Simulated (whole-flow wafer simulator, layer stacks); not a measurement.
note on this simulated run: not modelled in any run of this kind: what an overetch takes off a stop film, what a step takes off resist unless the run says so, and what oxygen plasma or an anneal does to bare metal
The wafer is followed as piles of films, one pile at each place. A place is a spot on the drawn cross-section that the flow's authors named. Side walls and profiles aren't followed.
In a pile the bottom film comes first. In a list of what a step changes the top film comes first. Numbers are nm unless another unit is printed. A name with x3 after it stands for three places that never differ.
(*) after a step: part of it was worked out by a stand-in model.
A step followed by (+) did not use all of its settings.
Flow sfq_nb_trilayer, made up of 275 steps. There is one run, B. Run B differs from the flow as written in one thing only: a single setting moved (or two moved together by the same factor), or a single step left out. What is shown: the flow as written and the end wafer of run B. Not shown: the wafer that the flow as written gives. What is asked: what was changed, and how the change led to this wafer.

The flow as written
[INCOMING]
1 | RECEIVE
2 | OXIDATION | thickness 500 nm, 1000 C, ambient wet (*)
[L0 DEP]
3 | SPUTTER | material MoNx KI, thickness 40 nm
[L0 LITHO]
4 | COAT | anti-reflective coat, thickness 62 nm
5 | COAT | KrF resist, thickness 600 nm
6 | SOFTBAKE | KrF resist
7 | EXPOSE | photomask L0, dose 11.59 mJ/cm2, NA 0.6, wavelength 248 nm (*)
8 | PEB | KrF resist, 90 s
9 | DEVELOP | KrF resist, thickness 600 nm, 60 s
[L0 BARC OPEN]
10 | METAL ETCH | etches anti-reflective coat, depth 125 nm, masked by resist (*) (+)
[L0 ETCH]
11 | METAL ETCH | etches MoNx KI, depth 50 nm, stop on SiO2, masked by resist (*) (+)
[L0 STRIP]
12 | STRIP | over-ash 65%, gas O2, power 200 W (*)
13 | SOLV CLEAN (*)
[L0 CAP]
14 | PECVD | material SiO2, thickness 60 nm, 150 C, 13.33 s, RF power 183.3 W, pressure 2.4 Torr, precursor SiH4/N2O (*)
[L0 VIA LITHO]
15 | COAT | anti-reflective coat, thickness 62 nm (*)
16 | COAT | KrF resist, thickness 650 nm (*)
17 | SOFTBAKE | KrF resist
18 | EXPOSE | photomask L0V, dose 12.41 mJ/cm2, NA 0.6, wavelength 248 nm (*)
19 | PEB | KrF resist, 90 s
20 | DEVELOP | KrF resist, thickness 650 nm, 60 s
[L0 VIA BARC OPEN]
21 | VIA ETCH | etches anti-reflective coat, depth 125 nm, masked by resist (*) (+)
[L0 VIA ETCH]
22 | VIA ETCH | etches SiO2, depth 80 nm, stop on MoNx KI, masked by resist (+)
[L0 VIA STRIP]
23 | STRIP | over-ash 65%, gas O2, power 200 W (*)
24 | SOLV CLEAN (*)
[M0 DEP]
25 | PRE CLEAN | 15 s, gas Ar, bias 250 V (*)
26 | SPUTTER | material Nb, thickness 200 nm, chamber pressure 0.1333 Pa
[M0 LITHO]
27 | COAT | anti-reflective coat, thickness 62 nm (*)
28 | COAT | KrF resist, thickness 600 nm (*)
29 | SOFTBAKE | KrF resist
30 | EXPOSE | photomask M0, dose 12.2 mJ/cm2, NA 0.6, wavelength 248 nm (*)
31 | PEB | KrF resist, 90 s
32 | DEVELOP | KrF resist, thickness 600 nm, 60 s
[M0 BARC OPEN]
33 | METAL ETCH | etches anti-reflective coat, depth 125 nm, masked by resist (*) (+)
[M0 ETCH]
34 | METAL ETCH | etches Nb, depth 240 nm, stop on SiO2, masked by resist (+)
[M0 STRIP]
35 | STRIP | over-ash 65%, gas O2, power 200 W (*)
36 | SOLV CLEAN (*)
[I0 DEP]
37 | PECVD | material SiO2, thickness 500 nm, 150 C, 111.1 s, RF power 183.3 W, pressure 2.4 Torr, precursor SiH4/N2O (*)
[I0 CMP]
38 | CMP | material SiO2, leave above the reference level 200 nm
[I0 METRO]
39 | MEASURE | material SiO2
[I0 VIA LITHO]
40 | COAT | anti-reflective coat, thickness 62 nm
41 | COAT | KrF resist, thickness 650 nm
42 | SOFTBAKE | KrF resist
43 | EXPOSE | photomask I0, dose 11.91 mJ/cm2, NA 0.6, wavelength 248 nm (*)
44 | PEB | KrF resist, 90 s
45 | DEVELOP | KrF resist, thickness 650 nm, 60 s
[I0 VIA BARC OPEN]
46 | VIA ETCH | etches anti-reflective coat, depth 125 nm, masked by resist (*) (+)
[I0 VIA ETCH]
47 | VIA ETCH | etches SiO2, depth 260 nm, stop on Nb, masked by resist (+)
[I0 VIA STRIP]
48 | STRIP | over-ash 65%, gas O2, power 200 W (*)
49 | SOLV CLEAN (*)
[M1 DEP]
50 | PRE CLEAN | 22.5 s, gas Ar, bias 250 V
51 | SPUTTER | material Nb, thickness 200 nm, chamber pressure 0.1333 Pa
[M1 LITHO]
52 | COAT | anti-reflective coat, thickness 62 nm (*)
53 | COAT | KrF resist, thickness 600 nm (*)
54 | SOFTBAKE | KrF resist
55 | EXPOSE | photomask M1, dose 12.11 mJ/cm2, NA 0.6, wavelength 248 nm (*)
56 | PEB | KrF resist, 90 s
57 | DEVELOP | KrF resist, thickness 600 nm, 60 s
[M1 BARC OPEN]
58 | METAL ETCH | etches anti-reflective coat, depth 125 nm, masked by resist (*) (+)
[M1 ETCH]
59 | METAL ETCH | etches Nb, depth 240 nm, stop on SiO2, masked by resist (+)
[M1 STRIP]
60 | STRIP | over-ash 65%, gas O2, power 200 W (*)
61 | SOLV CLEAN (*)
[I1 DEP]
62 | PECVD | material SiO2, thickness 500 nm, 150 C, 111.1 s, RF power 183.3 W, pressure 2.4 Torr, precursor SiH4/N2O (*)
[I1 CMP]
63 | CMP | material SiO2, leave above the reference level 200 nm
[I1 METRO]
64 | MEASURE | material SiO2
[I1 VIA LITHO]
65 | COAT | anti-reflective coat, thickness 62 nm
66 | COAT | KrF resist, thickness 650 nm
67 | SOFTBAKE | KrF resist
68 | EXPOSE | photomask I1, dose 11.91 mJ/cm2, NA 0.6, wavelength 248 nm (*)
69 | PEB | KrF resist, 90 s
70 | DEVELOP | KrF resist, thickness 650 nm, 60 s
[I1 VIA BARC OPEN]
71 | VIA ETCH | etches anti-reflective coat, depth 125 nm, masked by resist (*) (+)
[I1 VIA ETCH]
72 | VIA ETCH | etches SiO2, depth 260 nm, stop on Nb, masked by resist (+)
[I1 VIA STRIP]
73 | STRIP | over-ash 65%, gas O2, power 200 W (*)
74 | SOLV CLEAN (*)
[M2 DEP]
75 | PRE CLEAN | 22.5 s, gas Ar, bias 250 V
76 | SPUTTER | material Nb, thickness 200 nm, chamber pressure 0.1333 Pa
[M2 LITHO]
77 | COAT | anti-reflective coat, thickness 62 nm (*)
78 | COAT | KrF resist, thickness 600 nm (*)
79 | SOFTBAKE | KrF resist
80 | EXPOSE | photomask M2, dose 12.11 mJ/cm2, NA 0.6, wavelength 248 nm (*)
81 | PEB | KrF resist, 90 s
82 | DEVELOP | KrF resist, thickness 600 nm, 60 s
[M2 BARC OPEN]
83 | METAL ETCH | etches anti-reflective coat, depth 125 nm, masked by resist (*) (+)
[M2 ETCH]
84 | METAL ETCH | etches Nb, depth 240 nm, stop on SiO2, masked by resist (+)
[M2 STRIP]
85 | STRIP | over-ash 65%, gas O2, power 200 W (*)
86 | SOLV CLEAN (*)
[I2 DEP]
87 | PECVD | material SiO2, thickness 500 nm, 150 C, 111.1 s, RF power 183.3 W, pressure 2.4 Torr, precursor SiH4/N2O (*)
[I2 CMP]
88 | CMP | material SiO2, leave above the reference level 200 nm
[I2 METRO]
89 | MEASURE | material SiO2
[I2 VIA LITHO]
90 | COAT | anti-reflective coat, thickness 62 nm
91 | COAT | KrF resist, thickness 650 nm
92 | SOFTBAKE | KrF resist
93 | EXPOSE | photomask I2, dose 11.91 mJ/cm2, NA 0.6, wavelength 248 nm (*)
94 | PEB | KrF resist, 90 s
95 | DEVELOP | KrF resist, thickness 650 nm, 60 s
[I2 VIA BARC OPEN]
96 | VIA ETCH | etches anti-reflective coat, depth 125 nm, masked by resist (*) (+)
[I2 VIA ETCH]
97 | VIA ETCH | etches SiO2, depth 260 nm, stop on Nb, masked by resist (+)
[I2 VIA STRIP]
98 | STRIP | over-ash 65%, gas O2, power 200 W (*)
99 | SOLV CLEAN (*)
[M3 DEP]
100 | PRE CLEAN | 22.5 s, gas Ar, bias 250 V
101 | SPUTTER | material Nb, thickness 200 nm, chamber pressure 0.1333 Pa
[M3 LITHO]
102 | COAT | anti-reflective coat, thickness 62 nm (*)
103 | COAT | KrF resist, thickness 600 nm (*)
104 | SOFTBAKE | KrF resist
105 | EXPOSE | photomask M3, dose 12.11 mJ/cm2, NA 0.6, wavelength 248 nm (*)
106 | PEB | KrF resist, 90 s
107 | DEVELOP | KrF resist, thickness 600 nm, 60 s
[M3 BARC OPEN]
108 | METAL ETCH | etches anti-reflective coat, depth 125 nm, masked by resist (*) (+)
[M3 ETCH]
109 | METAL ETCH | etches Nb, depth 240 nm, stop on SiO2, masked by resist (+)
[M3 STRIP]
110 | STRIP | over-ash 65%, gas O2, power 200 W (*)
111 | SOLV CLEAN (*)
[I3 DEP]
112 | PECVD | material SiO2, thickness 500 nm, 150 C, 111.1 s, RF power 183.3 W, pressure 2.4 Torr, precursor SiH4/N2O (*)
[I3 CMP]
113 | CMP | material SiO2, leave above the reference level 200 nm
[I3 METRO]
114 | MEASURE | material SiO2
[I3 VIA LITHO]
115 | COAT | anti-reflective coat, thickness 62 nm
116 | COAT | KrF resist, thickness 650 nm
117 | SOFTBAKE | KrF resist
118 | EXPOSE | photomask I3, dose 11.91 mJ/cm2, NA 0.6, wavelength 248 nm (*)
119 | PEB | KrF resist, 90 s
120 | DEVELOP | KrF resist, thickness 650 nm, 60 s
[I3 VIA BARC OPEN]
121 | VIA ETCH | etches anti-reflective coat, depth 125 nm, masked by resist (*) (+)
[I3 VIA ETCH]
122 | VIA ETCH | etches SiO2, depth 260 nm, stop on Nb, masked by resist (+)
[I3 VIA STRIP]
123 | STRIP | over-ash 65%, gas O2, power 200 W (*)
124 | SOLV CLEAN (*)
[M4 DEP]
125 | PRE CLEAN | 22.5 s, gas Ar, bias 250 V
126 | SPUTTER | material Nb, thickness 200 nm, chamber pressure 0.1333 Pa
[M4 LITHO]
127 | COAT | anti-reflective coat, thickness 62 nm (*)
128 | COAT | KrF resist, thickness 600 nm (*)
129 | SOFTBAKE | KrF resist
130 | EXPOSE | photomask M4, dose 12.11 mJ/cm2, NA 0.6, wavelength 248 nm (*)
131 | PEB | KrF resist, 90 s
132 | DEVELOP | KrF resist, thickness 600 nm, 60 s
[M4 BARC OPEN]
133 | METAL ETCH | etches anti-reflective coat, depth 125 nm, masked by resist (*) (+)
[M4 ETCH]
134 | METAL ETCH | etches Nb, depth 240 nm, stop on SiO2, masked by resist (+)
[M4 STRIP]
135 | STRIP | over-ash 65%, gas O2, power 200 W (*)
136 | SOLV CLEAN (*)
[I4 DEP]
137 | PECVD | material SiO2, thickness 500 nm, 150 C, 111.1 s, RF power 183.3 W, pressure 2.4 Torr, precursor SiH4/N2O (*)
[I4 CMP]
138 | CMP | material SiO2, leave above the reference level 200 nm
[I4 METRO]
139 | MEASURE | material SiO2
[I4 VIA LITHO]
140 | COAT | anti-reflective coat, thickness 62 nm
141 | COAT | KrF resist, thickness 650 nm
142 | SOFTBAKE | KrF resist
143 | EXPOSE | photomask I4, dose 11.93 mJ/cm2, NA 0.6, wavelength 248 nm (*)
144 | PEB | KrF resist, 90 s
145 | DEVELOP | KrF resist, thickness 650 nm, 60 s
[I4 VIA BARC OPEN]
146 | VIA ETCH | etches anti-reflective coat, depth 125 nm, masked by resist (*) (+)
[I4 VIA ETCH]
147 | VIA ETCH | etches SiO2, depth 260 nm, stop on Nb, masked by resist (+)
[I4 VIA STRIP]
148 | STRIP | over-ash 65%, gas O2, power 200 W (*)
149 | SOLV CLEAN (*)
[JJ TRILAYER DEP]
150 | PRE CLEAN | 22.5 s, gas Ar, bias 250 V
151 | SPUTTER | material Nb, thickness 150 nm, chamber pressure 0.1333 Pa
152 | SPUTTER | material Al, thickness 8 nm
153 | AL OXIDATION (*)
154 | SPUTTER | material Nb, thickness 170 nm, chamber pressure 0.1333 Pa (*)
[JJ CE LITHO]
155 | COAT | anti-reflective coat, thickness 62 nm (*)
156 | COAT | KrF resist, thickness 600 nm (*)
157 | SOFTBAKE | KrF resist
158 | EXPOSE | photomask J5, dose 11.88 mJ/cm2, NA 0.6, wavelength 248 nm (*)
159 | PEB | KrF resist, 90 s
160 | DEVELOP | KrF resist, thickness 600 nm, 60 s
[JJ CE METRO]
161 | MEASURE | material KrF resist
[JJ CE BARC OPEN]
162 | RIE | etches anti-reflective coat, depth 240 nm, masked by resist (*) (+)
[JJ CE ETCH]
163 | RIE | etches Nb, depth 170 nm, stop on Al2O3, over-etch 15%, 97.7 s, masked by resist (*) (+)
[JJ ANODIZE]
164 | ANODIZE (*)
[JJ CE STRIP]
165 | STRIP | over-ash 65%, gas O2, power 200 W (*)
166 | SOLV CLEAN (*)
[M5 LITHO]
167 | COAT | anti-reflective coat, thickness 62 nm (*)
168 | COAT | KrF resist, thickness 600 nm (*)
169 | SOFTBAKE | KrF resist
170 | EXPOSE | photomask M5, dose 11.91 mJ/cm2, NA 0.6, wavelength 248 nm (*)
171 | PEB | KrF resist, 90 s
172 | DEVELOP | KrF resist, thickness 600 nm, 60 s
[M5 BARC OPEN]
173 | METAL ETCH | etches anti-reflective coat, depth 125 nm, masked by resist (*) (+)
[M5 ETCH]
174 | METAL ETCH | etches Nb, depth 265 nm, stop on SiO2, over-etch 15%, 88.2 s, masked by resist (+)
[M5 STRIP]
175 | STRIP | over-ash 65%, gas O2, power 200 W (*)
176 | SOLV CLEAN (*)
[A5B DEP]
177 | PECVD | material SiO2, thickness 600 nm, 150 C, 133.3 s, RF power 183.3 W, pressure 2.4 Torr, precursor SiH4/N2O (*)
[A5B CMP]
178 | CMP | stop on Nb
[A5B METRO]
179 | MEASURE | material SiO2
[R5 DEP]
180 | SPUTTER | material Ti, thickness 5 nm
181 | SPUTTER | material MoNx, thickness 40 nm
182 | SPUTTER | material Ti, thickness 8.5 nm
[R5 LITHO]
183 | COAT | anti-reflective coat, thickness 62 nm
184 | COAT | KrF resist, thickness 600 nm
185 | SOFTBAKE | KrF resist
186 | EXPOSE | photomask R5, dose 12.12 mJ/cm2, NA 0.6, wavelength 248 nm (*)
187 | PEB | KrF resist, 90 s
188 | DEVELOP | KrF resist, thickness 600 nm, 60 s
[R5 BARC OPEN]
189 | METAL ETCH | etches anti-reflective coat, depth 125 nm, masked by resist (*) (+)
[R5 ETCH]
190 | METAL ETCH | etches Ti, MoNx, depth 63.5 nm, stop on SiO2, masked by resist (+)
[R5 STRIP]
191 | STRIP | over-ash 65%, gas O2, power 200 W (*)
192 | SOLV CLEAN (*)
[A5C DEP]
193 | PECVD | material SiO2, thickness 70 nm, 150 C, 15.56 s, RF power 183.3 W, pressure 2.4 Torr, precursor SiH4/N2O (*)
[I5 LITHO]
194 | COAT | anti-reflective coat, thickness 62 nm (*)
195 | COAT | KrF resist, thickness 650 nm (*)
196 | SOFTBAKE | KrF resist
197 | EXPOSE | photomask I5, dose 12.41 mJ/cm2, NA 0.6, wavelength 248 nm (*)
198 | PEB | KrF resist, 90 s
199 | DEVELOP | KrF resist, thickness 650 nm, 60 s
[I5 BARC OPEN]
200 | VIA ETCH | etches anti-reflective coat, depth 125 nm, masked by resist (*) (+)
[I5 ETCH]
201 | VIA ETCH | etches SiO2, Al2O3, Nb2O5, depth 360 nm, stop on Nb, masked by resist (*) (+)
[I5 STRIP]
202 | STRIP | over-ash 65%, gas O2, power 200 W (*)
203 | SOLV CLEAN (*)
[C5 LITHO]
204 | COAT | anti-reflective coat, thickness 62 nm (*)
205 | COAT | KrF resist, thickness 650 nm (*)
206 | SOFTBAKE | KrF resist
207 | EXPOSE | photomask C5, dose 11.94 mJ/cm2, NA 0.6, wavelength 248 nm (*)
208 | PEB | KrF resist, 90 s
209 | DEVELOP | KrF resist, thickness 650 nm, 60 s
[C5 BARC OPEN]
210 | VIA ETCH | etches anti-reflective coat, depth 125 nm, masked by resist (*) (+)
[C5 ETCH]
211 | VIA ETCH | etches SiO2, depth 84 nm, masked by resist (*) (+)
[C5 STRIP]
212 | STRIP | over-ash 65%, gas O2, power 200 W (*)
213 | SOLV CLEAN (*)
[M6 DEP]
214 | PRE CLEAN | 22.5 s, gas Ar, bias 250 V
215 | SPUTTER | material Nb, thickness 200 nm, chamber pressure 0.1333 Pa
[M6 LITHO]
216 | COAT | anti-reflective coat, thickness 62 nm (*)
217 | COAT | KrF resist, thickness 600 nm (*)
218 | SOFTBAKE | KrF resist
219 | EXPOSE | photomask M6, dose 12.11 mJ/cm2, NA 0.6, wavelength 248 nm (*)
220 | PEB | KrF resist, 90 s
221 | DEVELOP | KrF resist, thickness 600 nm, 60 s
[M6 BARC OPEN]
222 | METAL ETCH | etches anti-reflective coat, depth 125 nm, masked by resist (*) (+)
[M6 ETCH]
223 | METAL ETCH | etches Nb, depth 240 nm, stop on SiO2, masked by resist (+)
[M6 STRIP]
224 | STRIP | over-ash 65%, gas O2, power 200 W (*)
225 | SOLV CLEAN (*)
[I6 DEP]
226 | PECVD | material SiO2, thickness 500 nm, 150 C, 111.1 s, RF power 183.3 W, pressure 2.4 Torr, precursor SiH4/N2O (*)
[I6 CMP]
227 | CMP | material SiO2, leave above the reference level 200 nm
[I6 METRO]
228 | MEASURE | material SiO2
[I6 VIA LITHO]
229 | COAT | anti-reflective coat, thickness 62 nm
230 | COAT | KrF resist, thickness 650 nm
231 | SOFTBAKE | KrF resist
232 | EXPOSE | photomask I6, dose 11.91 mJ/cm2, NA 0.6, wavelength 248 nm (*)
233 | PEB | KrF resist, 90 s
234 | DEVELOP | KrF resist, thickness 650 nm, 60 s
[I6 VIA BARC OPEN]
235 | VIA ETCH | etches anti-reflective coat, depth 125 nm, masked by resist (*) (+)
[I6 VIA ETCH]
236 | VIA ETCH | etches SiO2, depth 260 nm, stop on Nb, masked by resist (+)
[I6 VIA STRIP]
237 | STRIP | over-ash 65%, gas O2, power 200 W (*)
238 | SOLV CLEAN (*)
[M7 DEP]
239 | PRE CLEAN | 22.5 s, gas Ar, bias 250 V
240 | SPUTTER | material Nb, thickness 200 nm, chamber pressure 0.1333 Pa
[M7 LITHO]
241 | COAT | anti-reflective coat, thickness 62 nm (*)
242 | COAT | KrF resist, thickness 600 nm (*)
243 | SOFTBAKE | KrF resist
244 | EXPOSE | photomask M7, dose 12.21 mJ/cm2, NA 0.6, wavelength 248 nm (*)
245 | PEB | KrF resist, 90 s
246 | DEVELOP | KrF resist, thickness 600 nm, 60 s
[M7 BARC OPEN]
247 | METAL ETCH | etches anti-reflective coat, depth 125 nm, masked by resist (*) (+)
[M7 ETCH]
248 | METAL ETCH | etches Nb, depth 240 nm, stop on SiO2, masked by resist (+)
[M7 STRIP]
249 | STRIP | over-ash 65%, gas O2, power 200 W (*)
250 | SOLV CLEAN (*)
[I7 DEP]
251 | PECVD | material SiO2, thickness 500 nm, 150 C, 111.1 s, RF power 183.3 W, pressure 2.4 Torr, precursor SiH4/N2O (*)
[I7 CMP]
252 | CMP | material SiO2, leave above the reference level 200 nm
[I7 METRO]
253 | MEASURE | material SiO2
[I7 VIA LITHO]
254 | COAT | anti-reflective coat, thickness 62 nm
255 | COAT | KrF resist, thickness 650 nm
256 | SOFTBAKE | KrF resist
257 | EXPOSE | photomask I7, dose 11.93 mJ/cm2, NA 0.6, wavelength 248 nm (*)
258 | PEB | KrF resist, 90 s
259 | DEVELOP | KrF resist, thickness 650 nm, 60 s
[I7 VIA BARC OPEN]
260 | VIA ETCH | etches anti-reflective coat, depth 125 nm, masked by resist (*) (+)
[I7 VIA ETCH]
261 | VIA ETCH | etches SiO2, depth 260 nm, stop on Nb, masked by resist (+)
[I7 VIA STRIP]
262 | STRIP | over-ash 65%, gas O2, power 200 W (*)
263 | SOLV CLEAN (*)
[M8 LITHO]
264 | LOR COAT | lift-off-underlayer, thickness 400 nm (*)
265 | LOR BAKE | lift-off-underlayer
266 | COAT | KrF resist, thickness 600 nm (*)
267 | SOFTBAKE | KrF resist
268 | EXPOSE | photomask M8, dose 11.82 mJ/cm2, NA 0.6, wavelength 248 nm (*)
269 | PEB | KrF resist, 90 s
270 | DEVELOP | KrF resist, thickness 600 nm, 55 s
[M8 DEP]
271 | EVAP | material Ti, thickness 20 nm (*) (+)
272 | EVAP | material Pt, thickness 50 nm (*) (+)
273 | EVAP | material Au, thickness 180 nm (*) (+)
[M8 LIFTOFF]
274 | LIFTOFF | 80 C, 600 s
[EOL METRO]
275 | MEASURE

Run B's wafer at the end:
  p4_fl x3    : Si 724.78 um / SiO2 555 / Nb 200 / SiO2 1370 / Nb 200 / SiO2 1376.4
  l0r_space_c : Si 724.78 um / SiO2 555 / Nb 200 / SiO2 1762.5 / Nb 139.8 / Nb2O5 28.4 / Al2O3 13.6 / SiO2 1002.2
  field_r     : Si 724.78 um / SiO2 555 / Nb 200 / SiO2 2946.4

The reason: step 152, SPUTTER: thickness 8.528 nm was run, whereas the flow has thickness 8 nm.

The path from the change to this, step by step:
  152 | SPUTTER | material Al, thickness 8 nm
      field_l, v_sur, via_sp and 100 more: Al gains 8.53 (new film) (it would be, as written: Al gains 8 (new film))
  164 | ANODIZE (*)
      field_l, v_sur, via_sp and 96 more: Al2O3 gains 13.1, Nb2O5 gains 28.4 (new film), Al loses 7.95 (all of it), Nb loses 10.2 (it would be, as written: Al2O3 gains 12.2, Nb2O5 gains 29.9 (new film), Al loses 7.42 (all of it), Nb loses 10.8)
      via_wl, via_wr: Al2O3 gains 8.08 (new film), Nb2O5 gains 38.2 (new film), Al loses 4.9 (all of it), Nb loses 13.7 (it would be, as written: Al2O3 gains 7.52 (new film), Nb2O5 gains 39.2 (new film), Al loses 4.56 (all of it), Nb loses 14.1)
      (also at 1 further place)
  167 | COAT | anti-reflective coat, thickness 62 nm (*)
      ce_l: anti-reflective coat gains 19 (new film) (it would be, as written: anti-reflective coat gains 19.6 (new film))
  174 | METAL ETCH | etches Nb, depth 265 nm, stop on SiO2, over-etch 15%, 88.2 s, masked by resist (+)
      field_l, r_sur, res and 50 more: Al2O3 loses 13.5 (all of it), Nb2O5 loses 28.4 (all of it), Nb loses 139.8 (all of it), SiO2 loses 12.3 (it would be, as written: Al2O3 loses 12.6 (all of it), Nb2O5 loses 29.9 (all of it), Nb loses 139.2 (all of it), SiO2 loses 12.3)
  175 | STRIP | over-ash 65%, gas O2, power 200 W (*)
      ce_l: KrF resist loses 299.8 (all of it), anti-reflective coat loses 19 (all of it) (it would be, as written: KrF resist loses 299.6 (all of it), anti-reflective coat loses 19.6 (all of it))
  201 | VIA ETCH | etches SiO2, Al2O3, Nb2O5, depth 360 nm, stop on Nb, masked by resist (*) (+)
      be: SiO2 loses 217 (all of it), Al2O3 loses 13.6 (all of it), Nb2O5 loses 28.4 (all of it) (it would be, as written: SiO2 loses 216.4 (all of it), Al2O3 loses 12.7 (all of it), Nb2O5 loses 29.9 (all of it))
